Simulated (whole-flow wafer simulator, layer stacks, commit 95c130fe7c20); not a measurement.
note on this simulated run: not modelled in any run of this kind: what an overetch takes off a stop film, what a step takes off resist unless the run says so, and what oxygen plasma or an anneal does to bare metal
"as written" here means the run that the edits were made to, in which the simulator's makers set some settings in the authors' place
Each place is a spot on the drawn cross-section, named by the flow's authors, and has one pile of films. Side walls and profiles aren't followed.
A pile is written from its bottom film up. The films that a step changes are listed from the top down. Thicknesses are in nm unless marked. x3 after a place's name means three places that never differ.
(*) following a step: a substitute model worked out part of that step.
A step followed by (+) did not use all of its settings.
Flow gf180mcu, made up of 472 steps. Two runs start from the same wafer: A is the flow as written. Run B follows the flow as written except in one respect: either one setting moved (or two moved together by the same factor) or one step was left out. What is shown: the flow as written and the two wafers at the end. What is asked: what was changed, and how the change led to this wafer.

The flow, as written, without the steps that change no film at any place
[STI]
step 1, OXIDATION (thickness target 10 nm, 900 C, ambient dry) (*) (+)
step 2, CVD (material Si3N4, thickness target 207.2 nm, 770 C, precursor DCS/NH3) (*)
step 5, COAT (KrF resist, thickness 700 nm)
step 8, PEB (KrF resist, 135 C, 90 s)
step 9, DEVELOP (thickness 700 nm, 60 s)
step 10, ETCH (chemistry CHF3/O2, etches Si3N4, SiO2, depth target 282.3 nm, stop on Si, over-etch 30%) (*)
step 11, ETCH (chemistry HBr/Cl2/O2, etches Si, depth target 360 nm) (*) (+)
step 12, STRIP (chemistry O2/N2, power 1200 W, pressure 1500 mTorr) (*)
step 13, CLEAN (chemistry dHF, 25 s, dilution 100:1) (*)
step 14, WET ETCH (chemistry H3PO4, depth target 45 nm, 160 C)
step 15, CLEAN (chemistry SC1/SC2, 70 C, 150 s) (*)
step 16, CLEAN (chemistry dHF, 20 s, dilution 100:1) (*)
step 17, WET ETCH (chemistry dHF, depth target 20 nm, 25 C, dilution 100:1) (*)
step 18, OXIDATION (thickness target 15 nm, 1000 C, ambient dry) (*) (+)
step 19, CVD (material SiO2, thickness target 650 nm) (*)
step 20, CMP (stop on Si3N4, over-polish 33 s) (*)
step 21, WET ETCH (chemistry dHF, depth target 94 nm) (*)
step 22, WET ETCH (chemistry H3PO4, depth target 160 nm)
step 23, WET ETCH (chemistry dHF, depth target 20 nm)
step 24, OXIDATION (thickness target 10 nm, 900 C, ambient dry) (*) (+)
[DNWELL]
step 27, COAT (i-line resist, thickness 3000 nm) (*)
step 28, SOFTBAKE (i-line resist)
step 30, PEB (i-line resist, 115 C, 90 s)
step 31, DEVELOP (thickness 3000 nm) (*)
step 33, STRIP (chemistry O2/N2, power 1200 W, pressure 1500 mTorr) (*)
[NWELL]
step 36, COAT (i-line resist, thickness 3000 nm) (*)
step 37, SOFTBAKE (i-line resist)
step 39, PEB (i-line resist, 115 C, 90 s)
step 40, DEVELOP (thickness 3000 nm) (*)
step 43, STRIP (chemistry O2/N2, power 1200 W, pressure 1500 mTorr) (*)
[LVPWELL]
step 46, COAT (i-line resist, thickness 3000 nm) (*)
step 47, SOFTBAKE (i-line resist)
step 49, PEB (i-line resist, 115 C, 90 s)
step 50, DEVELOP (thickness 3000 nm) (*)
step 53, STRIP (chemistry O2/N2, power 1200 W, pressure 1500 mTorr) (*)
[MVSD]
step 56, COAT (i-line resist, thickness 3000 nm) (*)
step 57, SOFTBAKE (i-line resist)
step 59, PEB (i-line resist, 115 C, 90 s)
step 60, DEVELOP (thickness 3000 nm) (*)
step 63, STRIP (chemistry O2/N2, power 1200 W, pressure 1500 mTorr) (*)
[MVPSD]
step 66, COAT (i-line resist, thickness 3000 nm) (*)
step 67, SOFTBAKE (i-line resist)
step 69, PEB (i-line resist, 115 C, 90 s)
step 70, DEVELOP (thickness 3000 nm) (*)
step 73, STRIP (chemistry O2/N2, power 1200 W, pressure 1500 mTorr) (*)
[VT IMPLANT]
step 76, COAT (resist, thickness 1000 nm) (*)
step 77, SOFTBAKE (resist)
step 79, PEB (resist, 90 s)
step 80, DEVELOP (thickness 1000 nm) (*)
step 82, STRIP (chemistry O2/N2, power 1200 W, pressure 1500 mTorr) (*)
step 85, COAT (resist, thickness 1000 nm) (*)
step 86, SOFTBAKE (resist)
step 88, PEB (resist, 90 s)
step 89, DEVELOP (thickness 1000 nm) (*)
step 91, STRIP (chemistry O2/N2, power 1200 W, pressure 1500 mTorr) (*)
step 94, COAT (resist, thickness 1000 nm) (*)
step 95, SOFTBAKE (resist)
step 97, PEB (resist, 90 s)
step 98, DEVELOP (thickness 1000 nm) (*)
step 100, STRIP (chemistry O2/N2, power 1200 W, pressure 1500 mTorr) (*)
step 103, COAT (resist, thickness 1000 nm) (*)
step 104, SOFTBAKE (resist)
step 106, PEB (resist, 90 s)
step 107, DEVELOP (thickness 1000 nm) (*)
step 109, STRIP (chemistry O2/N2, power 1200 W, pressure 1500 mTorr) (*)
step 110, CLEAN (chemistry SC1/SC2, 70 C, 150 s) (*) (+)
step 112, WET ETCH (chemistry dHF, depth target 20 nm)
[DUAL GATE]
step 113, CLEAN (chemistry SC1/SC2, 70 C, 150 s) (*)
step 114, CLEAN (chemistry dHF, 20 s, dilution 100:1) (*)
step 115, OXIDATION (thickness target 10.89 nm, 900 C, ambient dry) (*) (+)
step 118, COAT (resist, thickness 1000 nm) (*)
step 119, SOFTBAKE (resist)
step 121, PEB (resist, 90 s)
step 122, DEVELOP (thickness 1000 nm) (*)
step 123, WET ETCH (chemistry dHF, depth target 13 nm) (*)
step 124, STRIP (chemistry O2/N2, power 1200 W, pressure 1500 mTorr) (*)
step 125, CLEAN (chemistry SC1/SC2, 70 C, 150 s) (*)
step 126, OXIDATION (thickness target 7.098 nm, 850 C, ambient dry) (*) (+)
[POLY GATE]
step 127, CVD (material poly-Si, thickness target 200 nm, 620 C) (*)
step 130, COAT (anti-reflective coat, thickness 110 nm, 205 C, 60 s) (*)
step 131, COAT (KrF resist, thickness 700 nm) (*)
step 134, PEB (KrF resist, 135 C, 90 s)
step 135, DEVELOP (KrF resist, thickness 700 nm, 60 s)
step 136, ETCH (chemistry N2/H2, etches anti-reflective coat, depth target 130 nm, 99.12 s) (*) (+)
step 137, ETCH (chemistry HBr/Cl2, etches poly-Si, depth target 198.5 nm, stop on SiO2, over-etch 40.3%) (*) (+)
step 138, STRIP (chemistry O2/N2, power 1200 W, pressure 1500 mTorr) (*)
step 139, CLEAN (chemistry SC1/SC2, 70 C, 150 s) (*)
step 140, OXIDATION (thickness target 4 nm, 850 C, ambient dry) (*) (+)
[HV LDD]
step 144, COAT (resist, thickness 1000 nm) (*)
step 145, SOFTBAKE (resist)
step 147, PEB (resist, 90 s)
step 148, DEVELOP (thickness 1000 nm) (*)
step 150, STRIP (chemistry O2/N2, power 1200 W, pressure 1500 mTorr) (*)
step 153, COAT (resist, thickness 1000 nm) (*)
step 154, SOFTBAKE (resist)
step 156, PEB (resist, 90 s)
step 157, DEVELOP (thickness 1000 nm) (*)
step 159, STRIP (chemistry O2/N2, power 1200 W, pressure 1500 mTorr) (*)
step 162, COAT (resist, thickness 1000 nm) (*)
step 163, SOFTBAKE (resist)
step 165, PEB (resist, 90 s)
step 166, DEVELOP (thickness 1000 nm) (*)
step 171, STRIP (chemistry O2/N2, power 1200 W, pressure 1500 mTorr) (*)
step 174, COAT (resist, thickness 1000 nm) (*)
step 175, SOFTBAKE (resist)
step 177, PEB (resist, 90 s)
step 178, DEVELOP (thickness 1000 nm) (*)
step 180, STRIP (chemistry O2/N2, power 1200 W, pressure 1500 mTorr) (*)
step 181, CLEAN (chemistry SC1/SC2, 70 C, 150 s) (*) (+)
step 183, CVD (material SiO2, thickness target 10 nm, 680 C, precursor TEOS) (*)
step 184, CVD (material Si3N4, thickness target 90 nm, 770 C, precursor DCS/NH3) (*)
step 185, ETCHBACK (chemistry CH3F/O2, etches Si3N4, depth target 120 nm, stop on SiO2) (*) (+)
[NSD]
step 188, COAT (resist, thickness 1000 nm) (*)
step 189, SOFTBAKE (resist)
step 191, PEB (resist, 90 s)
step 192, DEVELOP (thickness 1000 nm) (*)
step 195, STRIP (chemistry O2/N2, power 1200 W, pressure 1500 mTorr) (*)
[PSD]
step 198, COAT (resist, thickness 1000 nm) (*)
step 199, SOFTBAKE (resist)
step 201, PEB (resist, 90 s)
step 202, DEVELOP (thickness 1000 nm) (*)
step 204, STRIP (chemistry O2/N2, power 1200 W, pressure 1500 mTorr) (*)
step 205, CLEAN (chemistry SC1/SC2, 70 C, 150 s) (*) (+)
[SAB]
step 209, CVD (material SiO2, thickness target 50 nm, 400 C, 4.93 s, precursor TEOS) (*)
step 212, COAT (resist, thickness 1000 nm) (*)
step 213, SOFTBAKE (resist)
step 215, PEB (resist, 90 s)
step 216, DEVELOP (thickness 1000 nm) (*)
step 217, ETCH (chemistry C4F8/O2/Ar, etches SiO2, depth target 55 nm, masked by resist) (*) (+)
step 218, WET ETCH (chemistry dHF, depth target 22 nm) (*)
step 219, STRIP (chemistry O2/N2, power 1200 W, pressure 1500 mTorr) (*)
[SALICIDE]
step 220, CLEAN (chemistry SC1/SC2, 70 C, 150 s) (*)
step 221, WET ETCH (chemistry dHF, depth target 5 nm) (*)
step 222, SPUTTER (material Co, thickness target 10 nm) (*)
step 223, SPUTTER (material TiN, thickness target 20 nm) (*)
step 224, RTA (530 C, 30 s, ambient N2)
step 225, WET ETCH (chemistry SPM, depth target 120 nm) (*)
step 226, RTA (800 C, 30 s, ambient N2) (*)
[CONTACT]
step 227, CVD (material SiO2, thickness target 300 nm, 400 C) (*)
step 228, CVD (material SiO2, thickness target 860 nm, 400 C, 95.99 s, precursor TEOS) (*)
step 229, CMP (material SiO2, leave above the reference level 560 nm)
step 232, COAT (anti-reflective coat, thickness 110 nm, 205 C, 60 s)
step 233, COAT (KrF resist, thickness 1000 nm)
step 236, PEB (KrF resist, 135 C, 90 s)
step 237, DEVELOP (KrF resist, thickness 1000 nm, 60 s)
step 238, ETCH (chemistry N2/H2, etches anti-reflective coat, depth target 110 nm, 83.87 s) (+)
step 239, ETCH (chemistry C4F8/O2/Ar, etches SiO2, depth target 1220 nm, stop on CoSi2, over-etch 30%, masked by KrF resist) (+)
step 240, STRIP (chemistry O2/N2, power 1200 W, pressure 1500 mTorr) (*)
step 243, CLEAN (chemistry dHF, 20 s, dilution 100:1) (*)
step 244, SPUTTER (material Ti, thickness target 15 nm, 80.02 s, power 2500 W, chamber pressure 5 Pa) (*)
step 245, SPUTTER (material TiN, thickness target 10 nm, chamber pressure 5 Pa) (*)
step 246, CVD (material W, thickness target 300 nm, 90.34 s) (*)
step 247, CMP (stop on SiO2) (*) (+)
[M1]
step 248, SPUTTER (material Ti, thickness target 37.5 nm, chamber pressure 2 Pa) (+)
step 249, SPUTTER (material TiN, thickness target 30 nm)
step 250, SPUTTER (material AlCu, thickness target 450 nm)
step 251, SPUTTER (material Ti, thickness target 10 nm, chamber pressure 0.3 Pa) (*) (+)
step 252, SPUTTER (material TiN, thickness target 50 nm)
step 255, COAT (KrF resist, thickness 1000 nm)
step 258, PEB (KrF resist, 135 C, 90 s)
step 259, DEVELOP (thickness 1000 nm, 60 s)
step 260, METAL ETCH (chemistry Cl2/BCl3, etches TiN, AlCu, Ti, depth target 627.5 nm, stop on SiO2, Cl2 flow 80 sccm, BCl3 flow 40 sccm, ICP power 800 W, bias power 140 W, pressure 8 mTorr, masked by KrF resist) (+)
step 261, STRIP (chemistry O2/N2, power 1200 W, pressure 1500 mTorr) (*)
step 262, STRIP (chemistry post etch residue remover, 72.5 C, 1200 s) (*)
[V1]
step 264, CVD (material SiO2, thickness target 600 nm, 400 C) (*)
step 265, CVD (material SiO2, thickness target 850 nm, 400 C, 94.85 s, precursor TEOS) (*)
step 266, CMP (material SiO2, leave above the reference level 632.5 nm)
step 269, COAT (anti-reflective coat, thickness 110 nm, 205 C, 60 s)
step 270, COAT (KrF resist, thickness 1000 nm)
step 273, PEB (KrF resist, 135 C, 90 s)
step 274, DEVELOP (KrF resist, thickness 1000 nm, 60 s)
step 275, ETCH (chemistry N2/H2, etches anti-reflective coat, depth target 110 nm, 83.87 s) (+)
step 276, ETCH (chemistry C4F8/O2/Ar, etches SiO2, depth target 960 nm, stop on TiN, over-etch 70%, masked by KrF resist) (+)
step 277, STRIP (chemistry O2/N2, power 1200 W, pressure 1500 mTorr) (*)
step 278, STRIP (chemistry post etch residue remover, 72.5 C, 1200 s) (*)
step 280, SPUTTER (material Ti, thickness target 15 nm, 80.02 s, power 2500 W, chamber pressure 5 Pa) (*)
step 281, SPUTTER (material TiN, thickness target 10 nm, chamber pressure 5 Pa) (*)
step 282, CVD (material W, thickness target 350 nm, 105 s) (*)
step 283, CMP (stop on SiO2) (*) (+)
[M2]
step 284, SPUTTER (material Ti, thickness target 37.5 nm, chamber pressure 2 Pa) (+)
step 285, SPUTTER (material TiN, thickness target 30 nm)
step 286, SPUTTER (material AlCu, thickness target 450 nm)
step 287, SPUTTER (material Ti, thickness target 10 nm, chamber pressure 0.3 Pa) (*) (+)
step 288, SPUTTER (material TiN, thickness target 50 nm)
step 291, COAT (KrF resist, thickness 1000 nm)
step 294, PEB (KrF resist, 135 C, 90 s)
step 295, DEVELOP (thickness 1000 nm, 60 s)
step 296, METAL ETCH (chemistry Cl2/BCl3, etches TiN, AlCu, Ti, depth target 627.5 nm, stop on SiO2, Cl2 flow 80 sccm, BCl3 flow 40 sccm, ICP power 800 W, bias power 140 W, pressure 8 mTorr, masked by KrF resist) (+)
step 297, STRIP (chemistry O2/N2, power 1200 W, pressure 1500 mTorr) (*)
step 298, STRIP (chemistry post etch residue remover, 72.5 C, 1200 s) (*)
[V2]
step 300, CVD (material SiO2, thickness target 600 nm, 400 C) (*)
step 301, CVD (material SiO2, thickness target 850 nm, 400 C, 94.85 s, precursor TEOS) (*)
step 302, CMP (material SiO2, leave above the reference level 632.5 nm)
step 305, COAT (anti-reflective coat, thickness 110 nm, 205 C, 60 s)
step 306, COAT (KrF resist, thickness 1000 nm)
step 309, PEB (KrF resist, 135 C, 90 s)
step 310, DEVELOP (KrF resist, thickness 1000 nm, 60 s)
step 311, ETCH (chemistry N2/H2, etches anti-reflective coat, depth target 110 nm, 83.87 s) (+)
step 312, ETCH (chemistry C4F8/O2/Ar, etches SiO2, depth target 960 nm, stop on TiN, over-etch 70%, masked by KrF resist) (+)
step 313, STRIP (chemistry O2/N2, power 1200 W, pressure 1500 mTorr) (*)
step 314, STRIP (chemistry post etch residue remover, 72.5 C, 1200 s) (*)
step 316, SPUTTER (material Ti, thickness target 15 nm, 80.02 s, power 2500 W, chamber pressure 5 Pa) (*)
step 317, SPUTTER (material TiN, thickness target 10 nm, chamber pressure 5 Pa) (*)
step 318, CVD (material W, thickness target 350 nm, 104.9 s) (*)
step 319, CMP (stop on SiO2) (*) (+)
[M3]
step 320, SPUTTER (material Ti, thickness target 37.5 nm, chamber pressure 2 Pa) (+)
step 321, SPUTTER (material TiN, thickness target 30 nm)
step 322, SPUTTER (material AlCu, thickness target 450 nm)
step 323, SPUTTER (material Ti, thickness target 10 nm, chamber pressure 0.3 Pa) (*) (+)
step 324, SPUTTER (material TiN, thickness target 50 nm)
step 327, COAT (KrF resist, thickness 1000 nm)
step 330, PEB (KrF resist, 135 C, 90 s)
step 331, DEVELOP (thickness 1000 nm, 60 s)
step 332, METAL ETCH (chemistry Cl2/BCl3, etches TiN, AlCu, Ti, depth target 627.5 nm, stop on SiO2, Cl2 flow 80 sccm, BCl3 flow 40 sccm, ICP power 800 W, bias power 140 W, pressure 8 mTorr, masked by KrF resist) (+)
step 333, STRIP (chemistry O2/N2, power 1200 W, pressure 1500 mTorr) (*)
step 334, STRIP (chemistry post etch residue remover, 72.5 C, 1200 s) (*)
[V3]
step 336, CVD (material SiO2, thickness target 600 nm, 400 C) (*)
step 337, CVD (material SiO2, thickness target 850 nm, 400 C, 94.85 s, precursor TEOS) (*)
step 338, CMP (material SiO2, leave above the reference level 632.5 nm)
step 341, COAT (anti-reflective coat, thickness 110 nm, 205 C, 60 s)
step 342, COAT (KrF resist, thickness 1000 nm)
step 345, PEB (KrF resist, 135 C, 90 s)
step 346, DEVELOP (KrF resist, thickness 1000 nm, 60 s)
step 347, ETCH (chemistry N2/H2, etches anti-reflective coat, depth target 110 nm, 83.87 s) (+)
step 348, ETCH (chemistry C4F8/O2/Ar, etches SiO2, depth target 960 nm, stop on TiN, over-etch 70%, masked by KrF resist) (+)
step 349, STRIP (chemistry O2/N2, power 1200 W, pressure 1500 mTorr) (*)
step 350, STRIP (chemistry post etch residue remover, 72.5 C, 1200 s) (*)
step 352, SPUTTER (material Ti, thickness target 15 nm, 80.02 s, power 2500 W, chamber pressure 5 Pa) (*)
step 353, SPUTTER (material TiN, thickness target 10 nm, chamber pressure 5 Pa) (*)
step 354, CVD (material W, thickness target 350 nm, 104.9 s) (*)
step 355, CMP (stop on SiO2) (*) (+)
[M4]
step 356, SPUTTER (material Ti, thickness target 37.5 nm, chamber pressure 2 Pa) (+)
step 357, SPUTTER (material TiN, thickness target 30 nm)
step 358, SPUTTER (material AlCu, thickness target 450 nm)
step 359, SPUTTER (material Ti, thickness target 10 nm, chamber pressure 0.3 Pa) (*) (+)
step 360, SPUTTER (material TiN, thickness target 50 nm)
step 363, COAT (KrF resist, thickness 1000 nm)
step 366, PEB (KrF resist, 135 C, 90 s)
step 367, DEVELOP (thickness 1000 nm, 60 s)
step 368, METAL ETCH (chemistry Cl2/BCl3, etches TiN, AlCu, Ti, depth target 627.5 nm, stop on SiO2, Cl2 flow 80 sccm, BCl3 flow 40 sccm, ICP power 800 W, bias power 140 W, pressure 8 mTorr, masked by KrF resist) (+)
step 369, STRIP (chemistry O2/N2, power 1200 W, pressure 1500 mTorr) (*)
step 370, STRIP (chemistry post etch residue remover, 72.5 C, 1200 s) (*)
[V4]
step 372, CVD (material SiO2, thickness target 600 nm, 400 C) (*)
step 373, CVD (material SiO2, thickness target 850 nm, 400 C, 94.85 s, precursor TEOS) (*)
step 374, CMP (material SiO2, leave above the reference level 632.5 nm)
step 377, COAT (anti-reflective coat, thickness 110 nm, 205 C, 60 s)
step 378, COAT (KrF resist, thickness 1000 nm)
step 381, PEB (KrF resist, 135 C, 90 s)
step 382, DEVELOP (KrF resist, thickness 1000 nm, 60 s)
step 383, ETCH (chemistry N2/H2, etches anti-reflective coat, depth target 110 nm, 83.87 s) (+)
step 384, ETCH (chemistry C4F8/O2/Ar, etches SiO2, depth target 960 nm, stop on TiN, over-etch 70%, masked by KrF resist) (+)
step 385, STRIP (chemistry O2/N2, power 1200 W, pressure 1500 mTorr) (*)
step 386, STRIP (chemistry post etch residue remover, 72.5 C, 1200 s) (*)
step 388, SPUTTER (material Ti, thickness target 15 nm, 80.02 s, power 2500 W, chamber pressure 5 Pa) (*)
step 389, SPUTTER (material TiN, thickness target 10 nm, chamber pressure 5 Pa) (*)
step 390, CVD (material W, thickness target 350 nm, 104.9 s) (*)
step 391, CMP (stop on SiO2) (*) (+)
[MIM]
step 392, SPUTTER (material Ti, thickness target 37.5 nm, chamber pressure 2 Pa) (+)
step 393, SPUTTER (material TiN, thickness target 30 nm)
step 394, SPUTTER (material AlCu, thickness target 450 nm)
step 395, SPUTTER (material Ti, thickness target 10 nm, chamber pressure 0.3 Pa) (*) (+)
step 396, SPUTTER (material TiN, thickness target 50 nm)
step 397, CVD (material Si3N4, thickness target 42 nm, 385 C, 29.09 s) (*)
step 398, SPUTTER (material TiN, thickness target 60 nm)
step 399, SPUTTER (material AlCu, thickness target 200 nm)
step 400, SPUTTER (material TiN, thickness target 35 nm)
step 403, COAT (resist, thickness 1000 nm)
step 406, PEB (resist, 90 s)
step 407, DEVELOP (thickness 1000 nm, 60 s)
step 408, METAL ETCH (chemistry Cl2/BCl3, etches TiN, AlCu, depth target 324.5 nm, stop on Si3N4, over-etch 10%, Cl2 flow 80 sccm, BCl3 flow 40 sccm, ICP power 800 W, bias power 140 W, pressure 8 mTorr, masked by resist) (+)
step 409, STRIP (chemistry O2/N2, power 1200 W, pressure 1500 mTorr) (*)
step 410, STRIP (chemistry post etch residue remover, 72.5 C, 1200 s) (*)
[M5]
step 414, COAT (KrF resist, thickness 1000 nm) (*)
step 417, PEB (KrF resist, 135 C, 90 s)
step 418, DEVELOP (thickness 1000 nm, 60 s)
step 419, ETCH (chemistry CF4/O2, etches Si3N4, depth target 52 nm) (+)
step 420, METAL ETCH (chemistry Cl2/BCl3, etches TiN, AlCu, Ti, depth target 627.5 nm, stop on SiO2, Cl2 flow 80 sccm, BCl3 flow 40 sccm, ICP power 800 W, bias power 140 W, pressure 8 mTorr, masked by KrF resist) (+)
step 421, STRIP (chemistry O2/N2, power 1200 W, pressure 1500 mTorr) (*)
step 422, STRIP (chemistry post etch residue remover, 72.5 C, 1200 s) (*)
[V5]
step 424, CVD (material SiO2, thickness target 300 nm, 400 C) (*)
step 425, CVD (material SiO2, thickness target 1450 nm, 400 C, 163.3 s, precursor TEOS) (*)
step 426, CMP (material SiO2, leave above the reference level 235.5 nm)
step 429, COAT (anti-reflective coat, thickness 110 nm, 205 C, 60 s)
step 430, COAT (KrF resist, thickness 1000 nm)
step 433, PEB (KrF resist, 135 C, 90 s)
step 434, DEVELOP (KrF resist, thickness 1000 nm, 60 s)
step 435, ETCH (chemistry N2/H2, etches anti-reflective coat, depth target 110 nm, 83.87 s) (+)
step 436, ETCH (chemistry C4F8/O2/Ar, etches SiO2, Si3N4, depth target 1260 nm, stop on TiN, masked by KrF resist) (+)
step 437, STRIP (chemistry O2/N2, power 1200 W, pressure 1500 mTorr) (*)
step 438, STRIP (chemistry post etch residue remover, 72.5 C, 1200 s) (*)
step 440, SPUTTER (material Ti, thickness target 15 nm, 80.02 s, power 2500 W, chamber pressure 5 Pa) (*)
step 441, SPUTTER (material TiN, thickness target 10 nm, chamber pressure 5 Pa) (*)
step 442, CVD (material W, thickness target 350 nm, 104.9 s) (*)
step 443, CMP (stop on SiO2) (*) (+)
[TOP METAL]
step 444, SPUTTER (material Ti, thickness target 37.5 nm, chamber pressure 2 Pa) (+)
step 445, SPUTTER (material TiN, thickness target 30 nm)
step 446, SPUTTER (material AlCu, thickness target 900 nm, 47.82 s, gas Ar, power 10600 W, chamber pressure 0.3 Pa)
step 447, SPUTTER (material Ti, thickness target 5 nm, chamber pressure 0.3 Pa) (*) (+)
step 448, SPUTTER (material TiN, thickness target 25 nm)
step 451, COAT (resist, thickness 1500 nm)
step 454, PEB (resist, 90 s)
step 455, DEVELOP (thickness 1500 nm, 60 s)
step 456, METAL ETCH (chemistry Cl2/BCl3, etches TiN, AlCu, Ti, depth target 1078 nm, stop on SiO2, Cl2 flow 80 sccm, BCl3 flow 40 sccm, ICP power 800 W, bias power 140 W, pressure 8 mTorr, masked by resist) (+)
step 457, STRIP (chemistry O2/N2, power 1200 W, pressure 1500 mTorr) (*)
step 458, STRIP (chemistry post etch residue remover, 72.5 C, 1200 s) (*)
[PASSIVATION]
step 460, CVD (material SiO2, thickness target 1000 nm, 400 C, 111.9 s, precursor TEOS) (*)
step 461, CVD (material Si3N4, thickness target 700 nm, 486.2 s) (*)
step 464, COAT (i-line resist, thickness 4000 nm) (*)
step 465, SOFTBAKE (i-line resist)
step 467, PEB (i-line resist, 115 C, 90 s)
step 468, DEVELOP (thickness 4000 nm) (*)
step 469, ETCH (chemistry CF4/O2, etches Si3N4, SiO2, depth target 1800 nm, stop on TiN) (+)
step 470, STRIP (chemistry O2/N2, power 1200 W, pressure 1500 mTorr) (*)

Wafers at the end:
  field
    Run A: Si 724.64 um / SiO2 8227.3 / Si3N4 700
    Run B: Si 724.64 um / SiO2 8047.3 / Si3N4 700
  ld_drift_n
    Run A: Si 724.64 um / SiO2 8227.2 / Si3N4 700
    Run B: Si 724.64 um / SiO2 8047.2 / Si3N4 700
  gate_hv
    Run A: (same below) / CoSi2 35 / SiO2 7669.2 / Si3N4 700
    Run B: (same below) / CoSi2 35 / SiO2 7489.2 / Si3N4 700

Cause: step 322, SPUTTER: thickness target 270 nm was run, whereas the flow has thickness target 450 nm.

How this came from the change, step by step:
  step 322, SPUTTER (material AlCu, thickness target 450 nm)
      field, field__w1, field__w2 and 108 more: A AlCu gains 450 (new film) | B AlCu gains 270 (new film)
  step 332, METAL ETCH (chemistry Cl2/BCl3, etches TiN, AlCu, Ti, depth target 627.5 nm, stop on SiO2, Cl2 flow 80 sccm, BCl3 flow 40 sccm, ICP power 800 W, bias power 140 W, pressure 8 mTorr, masked by KrF resist) (+)
      field, field__w1, field__w2 and 103 more: A TiN loses 50 (all of it), Ti loses 10 (all of it), AlCu loses 450 (all of it), TiN loses 30 (all of it), Ti loses 37.5 (all of it) | B TiN loses 50 (all of it), Ti loses 10 (all of it), AlCu loses 270 (all of it), TiN loses 30 (all of it), Ti loses 37.5 (all of it)
      field__w8, contact, m1, m1__w1, m1_nw: A KrF resist loses 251 | B KrF resist loses 238.5
  step 338, CMP (material SiO2, leave above the reference level 632.5 nm)
      field, field__w1, field__w2 and 103 more: A SiO2 loses 300 | B SiO2 loses 480
